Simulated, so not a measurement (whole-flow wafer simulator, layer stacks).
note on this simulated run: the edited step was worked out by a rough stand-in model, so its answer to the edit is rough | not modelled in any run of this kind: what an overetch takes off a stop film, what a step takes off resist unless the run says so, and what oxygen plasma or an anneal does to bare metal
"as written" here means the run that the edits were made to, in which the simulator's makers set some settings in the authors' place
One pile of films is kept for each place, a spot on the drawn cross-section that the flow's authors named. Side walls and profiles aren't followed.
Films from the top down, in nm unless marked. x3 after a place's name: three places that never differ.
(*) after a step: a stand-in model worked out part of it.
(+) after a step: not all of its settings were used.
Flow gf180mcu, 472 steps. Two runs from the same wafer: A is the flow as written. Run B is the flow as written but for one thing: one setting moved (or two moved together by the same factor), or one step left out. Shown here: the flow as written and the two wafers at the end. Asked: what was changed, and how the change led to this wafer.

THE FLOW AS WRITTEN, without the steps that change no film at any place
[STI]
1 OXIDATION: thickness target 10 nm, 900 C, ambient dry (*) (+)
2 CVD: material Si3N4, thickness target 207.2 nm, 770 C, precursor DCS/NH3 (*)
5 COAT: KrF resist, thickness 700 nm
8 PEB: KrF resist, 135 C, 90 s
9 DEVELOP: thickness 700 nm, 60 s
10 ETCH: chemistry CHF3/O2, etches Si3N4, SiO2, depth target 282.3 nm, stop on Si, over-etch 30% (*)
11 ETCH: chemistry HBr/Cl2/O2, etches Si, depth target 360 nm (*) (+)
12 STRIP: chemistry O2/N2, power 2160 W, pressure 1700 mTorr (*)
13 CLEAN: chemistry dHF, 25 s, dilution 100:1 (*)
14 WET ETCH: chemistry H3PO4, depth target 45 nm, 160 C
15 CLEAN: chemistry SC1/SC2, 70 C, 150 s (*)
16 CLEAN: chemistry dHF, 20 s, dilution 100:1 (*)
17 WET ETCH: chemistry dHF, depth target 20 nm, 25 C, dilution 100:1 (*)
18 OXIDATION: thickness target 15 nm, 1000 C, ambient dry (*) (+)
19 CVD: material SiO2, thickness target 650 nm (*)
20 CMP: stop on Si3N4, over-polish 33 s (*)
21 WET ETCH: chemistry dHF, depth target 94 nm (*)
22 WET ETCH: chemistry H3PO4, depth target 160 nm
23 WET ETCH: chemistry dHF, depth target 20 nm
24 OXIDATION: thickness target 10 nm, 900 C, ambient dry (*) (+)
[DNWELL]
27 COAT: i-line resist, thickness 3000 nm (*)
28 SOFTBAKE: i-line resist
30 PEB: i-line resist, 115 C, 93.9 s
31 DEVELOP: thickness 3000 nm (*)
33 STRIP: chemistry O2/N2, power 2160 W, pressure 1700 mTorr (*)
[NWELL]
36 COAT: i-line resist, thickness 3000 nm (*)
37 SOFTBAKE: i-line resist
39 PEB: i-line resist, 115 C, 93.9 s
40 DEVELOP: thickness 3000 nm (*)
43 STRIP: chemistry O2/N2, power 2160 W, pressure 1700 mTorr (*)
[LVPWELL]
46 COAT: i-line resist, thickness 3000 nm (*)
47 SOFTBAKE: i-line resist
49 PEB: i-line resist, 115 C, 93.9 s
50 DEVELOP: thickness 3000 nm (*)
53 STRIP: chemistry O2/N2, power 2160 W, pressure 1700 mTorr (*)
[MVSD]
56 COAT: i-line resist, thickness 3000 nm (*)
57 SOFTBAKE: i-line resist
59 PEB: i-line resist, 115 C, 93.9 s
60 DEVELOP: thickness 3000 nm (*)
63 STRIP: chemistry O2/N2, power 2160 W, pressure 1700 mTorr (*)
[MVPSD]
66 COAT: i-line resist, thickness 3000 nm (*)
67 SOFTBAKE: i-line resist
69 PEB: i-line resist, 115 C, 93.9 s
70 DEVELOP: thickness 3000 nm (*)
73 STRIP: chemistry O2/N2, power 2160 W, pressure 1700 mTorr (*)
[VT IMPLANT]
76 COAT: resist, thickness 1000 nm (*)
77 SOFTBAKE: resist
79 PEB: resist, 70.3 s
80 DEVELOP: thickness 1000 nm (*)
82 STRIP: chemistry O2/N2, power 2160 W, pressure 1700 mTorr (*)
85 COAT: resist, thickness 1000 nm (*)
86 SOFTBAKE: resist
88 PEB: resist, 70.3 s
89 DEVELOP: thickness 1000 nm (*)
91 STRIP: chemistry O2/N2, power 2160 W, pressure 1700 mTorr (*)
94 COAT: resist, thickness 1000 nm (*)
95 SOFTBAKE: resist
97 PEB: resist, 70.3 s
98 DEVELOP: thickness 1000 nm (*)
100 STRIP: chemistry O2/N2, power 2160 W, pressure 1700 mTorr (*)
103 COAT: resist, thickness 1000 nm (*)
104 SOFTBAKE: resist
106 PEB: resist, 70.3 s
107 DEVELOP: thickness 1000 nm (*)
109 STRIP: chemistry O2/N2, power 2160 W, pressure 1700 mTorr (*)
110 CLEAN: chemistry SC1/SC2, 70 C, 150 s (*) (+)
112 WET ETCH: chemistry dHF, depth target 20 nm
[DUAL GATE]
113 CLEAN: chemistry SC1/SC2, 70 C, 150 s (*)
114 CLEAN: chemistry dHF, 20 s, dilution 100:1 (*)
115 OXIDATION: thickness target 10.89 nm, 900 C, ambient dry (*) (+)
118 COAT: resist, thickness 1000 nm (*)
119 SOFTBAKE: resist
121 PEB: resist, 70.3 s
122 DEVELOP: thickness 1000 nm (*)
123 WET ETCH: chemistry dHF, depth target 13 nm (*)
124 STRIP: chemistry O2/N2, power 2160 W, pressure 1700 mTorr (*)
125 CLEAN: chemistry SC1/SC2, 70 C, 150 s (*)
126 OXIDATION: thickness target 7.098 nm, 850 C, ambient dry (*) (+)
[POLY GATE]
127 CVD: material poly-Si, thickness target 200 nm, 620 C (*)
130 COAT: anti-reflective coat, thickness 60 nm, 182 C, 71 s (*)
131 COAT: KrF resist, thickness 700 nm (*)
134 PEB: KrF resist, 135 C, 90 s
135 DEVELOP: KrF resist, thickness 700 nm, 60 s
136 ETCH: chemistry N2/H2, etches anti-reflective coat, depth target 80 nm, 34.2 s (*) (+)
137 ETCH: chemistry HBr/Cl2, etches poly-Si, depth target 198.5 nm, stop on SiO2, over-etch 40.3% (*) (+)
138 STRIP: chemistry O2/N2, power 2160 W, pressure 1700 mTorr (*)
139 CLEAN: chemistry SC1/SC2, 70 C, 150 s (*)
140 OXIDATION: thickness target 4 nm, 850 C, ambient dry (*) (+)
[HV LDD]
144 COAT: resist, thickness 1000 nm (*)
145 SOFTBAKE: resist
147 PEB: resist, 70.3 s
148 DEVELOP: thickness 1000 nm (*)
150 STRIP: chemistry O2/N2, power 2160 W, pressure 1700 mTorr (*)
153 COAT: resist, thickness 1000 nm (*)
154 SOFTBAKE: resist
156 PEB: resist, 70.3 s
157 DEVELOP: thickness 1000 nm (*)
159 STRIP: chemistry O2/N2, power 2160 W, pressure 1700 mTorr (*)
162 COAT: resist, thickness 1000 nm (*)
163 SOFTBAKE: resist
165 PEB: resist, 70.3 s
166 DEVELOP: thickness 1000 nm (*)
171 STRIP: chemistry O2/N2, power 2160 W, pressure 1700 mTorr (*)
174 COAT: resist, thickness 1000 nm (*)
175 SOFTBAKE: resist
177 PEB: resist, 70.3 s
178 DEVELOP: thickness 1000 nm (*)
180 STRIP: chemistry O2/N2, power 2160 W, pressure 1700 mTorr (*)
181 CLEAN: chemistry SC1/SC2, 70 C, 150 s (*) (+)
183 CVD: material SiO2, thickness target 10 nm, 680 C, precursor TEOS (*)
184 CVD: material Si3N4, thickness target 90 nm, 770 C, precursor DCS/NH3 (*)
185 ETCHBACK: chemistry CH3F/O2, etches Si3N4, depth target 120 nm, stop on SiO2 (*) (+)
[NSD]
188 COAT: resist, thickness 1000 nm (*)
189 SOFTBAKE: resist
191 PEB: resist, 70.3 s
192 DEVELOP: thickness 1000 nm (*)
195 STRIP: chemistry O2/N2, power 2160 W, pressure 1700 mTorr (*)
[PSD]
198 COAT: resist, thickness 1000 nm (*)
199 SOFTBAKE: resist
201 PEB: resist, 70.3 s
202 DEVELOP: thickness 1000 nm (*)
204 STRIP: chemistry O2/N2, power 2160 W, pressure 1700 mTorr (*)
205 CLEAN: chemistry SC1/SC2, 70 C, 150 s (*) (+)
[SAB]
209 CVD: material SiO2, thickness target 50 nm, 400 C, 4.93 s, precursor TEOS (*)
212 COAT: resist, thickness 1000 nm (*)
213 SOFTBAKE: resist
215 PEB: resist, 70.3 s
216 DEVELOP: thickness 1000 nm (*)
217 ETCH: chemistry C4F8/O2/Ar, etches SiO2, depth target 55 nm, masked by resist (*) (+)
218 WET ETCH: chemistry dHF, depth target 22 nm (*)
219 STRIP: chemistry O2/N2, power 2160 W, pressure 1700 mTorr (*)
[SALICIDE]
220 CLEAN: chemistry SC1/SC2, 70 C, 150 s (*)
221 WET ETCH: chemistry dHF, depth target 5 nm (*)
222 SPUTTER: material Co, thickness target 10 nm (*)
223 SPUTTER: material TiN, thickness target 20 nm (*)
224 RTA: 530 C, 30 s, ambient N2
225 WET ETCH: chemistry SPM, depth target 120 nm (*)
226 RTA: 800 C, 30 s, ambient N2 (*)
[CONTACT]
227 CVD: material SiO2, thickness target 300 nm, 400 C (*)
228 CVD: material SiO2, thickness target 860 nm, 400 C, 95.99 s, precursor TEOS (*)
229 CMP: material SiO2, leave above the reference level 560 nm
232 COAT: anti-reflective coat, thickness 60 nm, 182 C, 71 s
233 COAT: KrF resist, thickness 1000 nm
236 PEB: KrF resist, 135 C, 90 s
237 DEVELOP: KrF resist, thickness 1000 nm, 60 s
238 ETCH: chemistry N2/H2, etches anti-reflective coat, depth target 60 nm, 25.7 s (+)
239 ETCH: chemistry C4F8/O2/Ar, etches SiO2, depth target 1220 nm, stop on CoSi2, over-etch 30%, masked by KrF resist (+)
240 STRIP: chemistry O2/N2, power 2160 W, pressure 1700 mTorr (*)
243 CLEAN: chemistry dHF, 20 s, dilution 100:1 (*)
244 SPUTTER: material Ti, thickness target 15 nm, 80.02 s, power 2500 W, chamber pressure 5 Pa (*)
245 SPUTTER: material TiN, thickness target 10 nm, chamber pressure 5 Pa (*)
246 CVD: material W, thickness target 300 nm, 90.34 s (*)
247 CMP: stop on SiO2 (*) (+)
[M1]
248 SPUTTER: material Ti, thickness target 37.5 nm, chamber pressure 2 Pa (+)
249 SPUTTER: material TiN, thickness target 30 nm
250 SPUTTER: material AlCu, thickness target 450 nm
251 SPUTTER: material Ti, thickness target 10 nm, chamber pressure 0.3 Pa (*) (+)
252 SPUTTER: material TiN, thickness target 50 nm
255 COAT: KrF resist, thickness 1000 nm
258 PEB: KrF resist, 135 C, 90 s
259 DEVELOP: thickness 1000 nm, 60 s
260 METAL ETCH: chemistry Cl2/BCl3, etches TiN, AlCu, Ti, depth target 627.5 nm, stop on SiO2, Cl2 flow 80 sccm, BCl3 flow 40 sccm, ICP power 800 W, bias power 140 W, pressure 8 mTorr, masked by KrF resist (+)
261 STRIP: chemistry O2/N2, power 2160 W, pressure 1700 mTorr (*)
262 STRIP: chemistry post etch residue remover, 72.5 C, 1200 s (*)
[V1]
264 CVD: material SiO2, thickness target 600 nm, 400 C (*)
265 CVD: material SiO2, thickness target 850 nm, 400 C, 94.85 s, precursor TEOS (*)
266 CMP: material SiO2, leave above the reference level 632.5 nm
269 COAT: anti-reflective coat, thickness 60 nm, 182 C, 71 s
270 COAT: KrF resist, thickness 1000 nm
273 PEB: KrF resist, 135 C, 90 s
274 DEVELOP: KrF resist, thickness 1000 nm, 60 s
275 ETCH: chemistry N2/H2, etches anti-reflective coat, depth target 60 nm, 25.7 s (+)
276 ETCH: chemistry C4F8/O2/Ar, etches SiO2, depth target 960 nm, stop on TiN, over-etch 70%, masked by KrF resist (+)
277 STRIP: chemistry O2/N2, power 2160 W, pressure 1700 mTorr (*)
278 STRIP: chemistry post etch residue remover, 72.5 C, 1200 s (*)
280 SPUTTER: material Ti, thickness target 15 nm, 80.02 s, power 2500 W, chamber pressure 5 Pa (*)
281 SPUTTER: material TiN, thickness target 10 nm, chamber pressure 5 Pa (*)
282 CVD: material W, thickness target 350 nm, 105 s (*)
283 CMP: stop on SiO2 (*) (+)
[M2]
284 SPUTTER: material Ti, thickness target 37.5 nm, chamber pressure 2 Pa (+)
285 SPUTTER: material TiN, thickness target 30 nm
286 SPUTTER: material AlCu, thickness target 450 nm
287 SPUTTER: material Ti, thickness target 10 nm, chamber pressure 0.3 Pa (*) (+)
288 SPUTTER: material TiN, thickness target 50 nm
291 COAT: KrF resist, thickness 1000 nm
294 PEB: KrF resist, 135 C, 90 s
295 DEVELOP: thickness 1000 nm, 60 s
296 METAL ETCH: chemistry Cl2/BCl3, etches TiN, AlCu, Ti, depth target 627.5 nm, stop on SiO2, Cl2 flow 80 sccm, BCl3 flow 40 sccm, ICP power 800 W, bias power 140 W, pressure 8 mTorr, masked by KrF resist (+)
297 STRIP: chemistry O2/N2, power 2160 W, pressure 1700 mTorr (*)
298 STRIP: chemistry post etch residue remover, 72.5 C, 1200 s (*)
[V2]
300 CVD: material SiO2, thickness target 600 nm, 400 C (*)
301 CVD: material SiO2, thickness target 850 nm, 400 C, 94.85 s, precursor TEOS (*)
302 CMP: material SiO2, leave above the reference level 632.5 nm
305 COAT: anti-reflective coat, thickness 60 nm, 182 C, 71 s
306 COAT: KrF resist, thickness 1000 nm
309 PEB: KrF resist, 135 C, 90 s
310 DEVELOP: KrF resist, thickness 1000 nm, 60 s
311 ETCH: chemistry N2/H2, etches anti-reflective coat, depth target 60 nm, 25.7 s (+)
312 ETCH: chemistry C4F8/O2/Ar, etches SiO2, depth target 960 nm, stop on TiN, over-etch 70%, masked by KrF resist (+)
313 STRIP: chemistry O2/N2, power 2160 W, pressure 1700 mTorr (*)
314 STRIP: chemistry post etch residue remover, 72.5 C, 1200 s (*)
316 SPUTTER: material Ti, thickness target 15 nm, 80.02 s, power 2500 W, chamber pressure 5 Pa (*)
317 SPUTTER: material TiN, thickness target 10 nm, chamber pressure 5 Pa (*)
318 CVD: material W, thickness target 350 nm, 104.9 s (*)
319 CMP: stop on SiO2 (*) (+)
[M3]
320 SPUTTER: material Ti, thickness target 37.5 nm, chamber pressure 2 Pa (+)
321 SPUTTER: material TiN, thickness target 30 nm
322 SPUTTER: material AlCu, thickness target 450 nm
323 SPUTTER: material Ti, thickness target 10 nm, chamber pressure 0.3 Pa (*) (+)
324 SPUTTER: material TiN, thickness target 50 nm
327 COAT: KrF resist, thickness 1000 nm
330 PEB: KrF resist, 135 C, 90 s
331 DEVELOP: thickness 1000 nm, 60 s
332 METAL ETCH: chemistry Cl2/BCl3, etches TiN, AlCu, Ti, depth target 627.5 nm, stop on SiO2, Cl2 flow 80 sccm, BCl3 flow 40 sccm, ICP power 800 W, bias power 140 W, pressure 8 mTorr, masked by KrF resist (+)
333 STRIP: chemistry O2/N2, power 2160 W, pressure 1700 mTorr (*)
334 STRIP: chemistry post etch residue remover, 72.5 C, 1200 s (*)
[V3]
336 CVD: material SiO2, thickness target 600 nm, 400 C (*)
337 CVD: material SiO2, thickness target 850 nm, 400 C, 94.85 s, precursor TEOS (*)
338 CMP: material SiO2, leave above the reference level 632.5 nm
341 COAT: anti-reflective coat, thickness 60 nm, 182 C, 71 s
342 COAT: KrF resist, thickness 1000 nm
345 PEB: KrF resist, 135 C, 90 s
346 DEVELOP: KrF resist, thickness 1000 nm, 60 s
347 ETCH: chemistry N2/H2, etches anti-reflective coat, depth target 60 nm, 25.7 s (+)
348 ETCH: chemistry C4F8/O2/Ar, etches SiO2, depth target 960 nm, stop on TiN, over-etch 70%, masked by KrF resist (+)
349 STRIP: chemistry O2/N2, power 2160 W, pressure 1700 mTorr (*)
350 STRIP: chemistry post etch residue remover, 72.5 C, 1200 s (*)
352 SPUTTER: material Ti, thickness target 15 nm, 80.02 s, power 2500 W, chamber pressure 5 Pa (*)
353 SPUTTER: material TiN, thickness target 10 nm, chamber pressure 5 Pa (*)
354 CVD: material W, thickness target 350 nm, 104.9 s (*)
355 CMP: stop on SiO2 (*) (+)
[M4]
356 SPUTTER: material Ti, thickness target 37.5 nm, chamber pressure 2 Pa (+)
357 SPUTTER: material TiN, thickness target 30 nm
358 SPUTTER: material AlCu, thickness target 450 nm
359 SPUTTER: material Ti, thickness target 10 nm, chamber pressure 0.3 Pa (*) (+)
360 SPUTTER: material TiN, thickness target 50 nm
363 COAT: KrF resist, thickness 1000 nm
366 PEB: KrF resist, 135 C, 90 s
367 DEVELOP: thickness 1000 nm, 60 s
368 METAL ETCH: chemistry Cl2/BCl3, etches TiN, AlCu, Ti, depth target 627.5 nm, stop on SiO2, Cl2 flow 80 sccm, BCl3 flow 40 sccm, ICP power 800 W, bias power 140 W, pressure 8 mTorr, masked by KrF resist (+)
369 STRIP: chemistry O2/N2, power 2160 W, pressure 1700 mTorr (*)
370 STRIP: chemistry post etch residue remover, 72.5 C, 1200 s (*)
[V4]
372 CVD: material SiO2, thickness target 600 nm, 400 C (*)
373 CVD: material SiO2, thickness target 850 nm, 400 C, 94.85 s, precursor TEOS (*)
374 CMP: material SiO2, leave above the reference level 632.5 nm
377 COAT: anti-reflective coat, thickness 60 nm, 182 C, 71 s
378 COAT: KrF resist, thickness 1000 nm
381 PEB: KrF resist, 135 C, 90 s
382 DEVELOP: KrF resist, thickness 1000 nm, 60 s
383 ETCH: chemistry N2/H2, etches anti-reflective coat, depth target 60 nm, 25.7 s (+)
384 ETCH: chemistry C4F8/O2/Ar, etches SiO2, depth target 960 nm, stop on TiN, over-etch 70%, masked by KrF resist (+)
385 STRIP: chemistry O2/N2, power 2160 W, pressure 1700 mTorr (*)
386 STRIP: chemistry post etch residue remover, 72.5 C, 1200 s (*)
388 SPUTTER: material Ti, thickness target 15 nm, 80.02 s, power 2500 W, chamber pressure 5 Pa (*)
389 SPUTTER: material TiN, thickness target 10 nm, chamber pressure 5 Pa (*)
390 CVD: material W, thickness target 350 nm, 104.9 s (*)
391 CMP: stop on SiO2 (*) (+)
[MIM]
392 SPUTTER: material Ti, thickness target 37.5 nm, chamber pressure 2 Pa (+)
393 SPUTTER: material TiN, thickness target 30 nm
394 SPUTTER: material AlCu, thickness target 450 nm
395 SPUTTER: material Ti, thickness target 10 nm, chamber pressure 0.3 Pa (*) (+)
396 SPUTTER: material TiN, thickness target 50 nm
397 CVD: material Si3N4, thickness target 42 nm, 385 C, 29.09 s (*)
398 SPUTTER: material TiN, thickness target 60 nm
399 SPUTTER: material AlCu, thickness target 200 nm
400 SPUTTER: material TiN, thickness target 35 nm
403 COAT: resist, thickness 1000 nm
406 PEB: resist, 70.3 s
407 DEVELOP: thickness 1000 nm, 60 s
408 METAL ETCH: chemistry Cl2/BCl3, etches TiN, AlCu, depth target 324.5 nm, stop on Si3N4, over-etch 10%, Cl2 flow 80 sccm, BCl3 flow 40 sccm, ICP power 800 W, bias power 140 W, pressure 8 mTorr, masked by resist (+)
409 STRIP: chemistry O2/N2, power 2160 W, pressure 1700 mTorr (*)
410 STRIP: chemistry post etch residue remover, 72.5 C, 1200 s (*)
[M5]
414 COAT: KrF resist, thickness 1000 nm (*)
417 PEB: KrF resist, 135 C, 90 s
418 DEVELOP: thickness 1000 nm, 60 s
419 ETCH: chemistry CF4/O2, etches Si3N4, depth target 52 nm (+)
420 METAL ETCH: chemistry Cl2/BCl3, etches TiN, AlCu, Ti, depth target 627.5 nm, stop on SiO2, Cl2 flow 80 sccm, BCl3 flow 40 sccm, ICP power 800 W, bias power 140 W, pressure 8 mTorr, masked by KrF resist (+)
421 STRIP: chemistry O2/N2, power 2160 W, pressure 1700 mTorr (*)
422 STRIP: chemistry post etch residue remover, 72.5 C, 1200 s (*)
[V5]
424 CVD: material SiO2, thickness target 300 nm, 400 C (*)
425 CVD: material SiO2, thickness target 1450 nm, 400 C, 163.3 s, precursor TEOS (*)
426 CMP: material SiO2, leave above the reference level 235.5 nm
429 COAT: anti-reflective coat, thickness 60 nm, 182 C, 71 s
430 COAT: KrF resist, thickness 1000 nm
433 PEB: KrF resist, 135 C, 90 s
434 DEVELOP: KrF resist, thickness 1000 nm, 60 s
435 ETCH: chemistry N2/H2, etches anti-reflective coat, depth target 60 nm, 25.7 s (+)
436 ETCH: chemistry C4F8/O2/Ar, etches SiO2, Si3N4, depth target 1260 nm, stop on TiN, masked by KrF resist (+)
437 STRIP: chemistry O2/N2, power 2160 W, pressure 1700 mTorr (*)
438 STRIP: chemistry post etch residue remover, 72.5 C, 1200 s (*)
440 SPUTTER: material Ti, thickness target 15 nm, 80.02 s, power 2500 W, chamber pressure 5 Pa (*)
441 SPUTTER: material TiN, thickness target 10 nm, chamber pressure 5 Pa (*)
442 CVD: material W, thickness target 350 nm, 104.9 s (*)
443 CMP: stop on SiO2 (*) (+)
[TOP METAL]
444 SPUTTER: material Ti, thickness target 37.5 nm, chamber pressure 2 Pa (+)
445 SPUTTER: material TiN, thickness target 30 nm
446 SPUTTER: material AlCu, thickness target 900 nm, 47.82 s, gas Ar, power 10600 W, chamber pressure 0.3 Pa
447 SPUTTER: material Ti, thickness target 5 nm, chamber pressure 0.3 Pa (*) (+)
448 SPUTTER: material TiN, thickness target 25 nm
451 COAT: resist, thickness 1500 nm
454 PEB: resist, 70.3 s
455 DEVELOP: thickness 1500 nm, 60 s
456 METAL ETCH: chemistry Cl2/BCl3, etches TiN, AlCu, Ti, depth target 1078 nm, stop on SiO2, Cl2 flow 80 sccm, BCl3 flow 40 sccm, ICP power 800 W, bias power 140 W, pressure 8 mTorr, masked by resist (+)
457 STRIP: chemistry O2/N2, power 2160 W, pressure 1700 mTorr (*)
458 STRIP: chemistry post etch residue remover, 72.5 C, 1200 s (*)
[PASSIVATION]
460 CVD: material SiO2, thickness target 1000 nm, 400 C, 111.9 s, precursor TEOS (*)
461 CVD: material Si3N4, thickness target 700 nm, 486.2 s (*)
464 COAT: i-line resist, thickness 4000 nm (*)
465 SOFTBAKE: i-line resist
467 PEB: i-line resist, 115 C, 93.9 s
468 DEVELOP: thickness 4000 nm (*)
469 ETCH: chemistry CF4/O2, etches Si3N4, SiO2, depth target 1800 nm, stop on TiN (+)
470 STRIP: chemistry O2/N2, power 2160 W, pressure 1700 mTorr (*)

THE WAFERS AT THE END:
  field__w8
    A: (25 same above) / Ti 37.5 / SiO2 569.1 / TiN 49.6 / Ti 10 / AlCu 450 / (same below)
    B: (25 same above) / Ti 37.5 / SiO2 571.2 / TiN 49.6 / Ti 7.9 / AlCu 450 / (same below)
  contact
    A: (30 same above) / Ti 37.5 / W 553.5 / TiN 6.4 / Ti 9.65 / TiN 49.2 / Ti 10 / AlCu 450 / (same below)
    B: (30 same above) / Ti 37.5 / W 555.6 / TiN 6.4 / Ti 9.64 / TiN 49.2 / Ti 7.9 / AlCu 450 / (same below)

The cause: step 287, SPUTTER: thickness target 7.9 nm was run, where the flow has thickness target 10 nm.
It can be read off the wafer: field__w8 has Ti 7.9, and step 287 as written asks for 10 nm.

How the change led to this, step by step:
  287 SPUTTER: material Ti, thickness target 10 nm, chamber pressure 0.3 Pa (*) (+)
      field, field__w1, field__w2 and 108 more: A Ti +10 (new film) | B Ti +7.9 (new film)
  296 METAL ETCH: chemistry Cl2/BCl3, etches TiN, AlCu, Ti, depth target 627.5 nm, stop on SiO2, Cl2 flow 80 sccm, BCl3 flow 40 sccm, ICP power 800 W, bias power 140 W, pressure 8 mTorr, masked by KrF resist (+)
      field, field__w1, field__w2 and 103 more: A TiN -50 (all of it), Ti -10 (all of it), AlCu -450 (all of it), TiN -30 (all of it), Ti -37.5 (all of it) | B TiN -50 (all of it), Ti -7.9 (all of it), AlCu -450 (all of it), TiN -30 (all of it), Ti -37.5 (all of it)
